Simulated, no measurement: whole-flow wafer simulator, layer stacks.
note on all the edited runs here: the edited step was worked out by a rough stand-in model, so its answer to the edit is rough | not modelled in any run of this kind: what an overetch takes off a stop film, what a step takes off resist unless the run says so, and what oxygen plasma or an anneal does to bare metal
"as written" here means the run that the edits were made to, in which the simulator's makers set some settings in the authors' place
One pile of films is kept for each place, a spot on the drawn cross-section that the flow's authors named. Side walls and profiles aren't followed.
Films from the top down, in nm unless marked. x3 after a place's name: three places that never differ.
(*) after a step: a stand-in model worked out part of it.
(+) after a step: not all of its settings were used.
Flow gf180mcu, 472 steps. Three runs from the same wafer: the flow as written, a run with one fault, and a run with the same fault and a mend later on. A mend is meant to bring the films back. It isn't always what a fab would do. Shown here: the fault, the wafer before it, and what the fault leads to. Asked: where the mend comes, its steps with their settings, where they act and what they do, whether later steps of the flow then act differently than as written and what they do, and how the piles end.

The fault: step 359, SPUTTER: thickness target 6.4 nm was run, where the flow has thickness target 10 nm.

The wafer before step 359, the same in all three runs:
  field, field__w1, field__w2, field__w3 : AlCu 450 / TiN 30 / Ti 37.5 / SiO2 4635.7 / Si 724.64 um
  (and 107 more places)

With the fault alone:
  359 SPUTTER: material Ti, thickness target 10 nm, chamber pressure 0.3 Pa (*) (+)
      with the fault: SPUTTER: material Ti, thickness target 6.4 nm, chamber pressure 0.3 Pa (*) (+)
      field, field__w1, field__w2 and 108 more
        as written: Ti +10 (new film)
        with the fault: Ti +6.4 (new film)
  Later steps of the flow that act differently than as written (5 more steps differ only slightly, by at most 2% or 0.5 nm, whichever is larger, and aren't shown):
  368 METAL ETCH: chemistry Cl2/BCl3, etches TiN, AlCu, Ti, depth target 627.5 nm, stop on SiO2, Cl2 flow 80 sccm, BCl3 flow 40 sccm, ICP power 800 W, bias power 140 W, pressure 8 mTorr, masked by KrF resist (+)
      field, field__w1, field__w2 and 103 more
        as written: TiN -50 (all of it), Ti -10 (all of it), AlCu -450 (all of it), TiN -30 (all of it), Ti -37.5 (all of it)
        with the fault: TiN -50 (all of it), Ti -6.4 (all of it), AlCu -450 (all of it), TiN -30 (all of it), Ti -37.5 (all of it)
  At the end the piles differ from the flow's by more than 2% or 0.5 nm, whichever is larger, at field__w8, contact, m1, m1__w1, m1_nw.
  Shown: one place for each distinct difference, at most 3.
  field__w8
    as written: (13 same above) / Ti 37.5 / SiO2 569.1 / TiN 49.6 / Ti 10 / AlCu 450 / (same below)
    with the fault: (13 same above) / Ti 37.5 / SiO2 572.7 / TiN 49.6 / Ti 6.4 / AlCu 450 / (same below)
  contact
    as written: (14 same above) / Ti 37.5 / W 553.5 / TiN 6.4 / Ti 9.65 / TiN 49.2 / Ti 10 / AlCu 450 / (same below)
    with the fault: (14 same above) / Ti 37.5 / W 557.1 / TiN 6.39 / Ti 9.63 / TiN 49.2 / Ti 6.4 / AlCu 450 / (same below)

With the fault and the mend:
  The mend comes after step 359.
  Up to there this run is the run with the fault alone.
  359a SPUTTER: material Ti, thickness target 3.6 nm, chamber pressure 0.3 Pa (*) (+) (the flow's step 359 once more, with other settings)
      field, field__w1, field__w2 and 108 more
        Ti +3.6
  No later step of the flow acts differently than as written at any place that is followed.
  At the end the piles are the same as the flow's at every place that both follow.
